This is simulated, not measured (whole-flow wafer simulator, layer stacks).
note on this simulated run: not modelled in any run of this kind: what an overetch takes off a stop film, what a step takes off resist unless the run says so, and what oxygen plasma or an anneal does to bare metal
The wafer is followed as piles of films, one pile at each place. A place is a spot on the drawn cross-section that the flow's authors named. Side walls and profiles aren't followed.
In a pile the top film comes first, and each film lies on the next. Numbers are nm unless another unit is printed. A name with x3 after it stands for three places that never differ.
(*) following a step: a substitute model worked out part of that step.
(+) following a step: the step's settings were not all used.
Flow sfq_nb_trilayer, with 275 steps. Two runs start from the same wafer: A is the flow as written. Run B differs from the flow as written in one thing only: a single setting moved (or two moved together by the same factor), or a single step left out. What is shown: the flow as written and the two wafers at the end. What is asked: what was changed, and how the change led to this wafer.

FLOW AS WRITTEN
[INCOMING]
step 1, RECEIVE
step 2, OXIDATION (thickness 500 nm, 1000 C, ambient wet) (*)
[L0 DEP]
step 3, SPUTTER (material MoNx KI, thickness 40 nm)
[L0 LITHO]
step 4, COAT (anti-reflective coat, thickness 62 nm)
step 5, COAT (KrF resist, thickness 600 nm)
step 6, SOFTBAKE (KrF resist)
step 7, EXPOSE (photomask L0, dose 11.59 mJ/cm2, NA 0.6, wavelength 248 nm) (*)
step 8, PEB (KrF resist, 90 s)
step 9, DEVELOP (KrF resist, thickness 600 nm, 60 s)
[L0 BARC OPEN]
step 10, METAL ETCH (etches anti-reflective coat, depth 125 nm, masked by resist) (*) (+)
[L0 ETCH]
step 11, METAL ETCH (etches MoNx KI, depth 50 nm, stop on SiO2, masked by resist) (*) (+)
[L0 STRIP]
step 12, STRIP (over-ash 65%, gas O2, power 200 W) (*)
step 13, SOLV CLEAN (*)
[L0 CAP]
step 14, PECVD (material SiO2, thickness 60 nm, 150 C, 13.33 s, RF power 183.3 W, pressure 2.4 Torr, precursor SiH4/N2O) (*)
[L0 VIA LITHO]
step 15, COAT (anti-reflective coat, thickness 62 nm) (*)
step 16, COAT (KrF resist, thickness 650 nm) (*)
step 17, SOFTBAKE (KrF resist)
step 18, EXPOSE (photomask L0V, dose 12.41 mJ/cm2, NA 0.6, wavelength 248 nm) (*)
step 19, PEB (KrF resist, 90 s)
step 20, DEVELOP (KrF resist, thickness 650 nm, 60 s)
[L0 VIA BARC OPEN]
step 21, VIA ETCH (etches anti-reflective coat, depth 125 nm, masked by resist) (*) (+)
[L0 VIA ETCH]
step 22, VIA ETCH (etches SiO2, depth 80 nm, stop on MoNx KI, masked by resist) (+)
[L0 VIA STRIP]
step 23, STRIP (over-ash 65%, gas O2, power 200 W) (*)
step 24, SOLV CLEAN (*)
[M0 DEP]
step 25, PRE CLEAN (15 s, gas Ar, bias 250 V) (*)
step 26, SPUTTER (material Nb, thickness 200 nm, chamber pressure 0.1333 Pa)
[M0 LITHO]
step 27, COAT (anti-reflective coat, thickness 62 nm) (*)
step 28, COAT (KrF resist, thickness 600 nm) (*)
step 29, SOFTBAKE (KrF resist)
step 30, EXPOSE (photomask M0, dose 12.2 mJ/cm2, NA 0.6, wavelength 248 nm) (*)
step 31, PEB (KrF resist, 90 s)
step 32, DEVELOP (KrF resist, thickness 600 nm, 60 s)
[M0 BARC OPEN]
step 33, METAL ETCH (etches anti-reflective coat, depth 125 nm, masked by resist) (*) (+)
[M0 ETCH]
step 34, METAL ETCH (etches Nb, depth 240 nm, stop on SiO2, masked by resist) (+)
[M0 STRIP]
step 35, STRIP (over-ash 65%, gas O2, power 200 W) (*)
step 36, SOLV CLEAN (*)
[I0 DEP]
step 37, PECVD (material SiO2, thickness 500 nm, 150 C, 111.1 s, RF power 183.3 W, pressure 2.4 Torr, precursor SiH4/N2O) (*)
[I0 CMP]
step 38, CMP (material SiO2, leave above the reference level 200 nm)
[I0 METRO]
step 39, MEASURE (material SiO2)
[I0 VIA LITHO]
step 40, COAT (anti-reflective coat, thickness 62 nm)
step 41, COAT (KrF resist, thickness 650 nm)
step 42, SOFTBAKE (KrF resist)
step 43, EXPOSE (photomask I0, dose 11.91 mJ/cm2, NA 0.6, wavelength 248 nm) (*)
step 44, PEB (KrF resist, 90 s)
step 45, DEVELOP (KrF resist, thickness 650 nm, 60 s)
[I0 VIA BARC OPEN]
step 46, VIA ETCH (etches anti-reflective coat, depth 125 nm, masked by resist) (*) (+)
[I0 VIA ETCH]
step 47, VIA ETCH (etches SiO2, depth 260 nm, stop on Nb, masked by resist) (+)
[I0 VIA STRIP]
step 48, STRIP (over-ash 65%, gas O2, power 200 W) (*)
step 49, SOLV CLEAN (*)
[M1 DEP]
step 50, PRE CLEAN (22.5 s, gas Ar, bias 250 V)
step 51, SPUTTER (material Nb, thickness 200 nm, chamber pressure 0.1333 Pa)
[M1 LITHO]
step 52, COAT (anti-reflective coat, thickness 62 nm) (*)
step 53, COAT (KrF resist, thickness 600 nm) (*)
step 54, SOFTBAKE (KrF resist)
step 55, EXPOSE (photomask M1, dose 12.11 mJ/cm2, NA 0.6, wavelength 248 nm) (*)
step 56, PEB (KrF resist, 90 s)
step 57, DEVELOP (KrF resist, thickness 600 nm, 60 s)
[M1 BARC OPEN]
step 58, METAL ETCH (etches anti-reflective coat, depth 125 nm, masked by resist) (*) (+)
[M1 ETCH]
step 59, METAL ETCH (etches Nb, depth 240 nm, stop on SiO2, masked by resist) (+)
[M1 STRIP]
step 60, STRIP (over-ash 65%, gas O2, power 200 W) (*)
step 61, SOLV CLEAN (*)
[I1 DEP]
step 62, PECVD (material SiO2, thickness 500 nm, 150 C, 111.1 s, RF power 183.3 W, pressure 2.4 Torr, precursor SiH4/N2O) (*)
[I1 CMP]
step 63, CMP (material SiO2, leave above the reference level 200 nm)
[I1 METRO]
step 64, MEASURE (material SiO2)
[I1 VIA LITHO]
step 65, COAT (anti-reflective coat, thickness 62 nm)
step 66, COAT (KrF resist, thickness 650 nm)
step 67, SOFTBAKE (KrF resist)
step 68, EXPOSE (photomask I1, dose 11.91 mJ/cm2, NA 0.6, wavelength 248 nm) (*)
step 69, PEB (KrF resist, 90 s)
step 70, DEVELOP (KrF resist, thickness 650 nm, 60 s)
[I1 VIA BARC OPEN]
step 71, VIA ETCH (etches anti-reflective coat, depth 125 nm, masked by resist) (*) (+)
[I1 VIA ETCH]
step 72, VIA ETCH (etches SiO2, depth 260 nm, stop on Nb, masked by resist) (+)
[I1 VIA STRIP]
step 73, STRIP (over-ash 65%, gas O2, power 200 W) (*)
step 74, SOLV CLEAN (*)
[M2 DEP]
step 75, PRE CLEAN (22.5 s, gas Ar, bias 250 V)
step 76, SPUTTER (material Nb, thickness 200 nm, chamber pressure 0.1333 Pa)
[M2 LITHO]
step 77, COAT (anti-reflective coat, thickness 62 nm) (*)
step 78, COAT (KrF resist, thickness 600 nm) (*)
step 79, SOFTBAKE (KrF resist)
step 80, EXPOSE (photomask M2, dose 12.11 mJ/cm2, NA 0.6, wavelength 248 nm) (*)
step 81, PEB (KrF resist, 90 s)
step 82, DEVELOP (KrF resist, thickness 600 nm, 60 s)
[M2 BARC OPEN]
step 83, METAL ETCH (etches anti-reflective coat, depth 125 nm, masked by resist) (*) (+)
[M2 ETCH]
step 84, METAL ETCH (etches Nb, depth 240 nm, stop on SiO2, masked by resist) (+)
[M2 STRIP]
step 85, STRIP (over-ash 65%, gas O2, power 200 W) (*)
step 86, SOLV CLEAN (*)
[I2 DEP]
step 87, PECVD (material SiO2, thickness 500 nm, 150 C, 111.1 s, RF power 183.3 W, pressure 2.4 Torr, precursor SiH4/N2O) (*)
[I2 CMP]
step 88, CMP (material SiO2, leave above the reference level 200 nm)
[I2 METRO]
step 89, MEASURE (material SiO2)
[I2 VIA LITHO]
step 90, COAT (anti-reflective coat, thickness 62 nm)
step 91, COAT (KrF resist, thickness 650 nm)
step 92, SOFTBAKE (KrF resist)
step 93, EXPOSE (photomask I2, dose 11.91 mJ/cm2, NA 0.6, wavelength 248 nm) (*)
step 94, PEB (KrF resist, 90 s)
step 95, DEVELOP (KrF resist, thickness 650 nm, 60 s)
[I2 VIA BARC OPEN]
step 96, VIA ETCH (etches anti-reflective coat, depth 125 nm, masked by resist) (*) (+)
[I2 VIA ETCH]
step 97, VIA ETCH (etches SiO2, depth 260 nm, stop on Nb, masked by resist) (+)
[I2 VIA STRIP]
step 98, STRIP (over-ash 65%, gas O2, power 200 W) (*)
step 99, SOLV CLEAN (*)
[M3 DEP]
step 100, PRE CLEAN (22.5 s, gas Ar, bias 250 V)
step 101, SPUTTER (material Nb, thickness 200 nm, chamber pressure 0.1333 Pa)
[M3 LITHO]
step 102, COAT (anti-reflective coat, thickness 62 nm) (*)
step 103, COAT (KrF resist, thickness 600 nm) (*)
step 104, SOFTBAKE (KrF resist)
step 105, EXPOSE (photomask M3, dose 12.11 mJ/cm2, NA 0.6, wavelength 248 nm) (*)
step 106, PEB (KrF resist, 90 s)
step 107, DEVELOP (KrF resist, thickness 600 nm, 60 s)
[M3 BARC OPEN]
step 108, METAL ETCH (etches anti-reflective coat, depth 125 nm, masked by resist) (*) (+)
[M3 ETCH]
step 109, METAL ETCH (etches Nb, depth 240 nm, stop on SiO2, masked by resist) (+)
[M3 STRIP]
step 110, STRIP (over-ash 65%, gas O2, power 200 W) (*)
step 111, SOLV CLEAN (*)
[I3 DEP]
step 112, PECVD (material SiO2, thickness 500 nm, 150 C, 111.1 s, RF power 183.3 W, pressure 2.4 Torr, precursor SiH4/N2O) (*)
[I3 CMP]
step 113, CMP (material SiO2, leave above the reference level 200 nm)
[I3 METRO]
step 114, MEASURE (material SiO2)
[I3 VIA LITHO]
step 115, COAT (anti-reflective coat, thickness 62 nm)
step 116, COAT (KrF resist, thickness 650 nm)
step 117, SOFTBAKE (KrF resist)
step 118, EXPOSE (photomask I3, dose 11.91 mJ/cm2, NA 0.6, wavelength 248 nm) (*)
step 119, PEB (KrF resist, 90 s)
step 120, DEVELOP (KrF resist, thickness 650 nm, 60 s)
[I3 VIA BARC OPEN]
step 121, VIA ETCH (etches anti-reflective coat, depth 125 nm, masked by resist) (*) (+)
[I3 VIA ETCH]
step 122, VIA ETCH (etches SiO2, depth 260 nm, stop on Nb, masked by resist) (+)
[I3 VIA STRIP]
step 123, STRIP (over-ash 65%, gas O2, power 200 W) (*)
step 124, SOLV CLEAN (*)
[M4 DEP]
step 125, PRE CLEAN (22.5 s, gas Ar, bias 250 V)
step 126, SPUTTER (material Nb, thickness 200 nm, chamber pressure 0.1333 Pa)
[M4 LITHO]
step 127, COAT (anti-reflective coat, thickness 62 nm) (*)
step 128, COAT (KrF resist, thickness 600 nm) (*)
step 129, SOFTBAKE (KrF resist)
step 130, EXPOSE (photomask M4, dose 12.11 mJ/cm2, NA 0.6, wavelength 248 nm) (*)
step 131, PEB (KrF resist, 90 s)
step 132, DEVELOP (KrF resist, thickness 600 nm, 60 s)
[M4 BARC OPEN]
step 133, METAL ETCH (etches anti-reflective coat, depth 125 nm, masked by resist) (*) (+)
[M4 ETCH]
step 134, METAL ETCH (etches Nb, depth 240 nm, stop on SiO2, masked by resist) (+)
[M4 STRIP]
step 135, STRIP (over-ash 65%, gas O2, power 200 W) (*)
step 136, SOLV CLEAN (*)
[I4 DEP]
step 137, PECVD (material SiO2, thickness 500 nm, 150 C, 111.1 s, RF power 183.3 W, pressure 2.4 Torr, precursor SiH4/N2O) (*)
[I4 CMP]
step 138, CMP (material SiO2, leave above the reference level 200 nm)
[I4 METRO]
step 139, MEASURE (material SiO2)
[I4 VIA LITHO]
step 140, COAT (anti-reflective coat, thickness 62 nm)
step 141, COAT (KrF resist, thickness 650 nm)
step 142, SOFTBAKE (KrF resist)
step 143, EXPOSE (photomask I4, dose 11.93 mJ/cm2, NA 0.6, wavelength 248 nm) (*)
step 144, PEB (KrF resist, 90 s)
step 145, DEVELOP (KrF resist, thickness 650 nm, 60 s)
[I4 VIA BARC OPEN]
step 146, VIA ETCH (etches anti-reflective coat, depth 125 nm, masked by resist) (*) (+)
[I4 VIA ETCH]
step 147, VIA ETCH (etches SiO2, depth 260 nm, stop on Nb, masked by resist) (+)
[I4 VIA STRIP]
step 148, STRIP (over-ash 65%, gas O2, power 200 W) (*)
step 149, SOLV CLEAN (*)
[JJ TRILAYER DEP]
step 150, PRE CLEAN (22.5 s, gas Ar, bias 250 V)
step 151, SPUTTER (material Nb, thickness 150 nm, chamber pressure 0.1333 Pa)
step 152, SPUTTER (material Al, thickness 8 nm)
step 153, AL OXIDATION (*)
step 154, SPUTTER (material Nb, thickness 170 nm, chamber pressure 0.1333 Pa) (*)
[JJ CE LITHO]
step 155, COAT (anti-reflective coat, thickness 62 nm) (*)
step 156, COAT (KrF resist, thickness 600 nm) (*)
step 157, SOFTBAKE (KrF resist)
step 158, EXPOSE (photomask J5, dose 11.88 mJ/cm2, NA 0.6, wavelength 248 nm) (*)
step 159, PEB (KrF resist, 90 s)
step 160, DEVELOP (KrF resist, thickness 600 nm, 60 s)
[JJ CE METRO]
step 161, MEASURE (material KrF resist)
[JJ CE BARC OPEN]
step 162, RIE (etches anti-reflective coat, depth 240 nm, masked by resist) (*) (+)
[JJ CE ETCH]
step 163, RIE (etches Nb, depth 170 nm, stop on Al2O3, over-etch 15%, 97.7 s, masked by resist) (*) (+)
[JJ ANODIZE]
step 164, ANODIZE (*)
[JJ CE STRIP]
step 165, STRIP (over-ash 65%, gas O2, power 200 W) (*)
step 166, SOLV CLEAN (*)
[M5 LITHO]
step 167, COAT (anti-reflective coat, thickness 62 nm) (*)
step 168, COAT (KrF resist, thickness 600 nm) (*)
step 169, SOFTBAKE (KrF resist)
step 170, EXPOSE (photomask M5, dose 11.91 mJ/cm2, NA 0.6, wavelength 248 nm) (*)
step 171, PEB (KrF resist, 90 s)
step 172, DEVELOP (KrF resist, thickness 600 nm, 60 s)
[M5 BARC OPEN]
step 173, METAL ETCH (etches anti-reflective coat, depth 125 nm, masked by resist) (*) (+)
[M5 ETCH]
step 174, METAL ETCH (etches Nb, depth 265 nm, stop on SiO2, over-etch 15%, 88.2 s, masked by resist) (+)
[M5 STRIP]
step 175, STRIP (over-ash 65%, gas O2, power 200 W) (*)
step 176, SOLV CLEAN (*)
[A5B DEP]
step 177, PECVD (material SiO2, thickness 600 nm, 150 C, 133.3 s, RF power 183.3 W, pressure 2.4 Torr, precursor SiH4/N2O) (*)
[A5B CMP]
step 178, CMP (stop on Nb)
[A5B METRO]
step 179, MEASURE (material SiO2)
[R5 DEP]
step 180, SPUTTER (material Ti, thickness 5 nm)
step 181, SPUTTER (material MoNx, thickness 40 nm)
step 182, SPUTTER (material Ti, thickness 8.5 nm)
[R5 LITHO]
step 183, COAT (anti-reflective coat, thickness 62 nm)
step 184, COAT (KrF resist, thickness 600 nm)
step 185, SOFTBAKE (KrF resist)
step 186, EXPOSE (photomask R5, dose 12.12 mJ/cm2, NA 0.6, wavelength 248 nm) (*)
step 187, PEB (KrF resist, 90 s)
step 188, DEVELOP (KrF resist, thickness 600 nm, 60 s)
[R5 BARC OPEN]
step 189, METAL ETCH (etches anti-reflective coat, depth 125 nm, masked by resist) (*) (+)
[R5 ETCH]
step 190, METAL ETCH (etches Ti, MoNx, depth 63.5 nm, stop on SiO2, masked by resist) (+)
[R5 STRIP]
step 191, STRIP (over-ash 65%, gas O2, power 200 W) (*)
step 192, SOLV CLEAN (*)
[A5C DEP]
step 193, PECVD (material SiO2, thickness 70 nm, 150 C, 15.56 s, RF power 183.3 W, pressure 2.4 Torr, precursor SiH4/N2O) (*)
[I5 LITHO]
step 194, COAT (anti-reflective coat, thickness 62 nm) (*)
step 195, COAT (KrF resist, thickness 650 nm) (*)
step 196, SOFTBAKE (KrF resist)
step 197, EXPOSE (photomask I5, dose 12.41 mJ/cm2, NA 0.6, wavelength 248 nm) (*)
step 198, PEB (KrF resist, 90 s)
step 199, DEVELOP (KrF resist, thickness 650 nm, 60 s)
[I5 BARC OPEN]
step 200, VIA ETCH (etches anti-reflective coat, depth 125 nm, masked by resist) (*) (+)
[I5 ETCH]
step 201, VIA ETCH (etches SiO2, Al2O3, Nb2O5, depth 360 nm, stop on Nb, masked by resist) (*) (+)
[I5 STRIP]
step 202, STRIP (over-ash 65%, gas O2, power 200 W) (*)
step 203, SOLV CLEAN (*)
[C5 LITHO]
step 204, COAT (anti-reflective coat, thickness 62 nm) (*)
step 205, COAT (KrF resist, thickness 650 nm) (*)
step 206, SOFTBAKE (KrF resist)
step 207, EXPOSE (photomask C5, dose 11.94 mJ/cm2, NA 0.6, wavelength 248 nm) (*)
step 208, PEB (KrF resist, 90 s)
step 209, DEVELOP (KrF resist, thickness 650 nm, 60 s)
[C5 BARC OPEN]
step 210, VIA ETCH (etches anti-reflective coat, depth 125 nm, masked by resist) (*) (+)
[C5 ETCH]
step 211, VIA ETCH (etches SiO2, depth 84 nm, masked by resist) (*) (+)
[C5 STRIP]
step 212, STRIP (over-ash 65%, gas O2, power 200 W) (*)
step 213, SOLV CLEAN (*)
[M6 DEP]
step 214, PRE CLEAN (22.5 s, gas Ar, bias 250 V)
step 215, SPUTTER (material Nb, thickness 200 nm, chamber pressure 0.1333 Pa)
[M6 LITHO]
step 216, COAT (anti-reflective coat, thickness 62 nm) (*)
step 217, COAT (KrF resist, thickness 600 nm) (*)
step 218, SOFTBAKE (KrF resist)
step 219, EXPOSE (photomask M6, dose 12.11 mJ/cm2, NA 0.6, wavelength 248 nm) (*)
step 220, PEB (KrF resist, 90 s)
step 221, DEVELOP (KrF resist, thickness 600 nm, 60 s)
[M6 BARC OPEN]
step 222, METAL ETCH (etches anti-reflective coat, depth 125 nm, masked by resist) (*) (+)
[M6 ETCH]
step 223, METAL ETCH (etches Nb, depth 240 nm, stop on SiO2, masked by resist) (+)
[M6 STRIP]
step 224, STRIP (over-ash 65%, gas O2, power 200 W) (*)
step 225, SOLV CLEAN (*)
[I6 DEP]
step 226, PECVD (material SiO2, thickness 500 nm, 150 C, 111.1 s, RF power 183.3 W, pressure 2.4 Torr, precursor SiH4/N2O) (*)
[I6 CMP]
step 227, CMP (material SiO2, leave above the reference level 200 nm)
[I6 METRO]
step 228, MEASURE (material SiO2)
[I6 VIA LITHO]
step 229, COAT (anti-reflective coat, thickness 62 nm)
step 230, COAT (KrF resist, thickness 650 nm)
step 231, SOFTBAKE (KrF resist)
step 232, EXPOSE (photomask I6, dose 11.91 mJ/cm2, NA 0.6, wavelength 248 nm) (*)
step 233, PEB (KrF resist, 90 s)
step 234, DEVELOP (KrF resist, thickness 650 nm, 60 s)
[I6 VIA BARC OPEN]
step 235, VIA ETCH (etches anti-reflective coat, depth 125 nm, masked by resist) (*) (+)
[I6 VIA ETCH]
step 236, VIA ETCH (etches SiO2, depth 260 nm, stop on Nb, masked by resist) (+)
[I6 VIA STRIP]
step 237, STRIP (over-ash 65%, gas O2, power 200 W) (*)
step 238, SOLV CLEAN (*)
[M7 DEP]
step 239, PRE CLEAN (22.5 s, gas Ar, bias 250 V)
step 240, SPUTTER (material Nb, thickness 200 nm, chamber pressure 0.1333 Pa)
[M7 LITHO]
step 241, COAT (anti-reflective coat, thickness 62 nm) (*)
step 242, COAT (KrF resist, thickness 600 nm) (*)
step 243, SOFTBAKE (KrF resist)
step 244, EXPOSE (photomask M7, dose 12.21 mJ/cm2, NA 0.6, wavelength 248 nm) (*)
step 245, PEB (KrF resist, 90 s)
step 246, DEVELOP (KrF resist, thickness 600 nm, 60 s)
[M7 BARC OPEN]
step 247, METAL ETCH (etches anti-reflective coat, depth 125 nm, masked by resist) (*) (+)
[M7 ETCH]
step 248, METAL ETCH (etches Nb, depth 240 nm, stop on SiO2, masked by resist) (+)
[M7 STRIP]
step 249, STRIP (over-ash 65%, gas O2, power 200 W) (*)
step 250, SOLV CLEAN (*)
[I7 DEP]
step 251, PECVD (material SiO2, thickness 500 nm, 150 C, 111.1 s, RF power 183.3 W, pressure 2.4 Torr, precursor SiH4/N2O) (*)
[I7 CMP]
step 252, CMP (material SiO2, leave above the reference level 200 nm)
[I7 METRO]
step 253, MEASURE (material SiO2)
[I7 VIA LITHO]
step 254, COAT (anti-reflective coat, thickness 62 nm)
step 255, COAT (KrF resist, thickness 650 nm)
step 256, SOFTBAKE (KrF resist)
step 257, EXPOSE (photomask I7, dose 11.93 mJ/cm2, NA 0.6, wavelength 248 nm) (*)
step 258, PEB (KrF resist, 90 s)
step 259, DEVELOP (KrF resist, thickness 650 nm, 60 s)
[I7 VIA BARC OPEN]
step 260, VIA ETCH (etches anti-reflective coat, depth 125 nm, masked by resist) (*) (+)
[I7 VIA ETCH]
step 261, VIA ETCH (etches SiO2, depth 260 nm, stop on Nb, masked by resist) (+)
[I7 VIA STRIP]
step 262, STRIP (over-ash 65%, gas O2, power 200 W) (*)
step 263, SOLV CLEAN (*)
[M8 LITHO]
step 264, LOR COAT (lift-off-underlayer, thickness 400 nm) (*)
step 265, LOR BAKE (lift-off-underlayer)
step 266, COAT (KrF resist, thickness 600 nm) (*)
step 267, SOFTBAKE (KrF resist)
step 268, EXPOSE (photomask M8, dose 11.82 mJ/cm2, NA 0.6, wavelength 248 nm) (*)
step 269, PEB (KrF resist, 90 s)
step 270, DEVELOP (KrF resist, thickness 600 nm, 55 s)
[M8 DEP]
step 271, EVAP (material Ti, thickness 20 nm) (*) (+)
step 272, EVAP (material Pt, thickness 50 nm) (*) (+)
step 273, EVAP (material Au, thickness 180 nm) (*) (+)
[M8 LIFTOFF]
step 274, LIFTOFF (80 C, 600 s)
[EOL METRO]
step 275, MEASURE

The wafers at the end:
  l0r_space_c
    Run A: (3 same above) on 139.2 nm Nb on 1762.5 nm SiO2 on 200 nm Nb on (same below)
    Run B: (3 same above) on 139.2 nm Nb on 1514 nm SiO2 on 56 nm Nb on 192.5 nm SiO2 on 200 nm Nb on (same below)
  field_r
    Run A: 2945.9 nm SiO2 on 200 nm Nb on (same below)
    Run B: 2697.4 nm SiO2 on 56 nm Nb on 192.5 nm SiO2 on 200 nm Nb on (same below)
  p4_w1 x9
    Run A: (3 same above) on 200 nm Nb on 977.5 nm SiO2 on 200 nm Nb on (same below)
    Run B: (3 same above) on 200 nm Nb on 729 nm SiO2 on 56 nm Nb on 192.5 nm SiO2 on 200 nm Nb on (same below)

Cause: step 59, METAL ETCH: depth 144 nm was run, while the flow as written has depth 240 nm.

The path from the change to this, step by step:
  step 59, METAL ETCH (etches Nb, depth 240 nm, stop on SiO2, masked by resist) (+)
      field_l, be, be_sur and 79 more: A Nb loses 200 (all of it) | B Nb loses 144
      v_sur, via_wl, via_w and 21 more: A KrF resist loses 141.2 | B KrF resist loses 84.7
  step 60, STRIP (over-ash 65%, gas O2, power 200 W) (*)
      wl_j_sl, wl_jj, wl_j_sr and 13 more: A KrF resist loses 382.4 (all of it), anti-reflective coat loses 62 (all of it) | B KrF resist loses 438.9 (all of it), anti-reflective coat loses 62 (all of it)
      v_sur: A KrF resist loses 365.9 (all of it), anti-reflective coat loses 61.1 (all of it) | B KrF resist loses 422.3 (all of it), anti-reflective coat loses 61.1 (all of it)
      (and at 7 other places as well)
  step 62, PECVD (material SiO2, thickness 500 nm, 150 C, 111.1 s, RF power 183.3 W, pressure 2.4 Torr, precursor SiH4/N2O) (*)
      field_l, be, be_sur and 72 more: A SiO2 gains 500 | B SiO2 gains 500 (new film)
      lsp_m, ln_m6, lsp_r, l0_sur, l0v: A SiO2 gains 494.9 | B SiO2 gains 500 (new film)
      (and at 2 other places as well)
  step 63, CMP (material SiO2, leave above the reference level 200 nm)
      field_l, be, be_sur and 72 more: A SiO2 loses 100 | B SiO2 loses 156
      lsp_m, ln_m6, lsp_r, l0_sur, l0v: A SiO2 loses 94.9 | B SiO2 loses 156
With metal films that touch counted as one body, l0r_space_c has 3 bodies (between them, from the top down: SiO2 1514; SiO2 192.5); the flow as written gives 2 bodies (between them, from the top down: SiO2 1762.5).
With metal films that touch counted as one body, field_r has 2 bodies (between them, from the top down: SiO2 192.5); the flow as written gives 1 body.
With metal films that touch counted as one body, p4_w1 x9 has 4 bodies (between them, from the top down: SiO2 192.5; SiO2 729; SiO2 192.5); the flow as written gives 3 bodies (between them, from the top down: SiO2 192.5; SiO2 977.5).
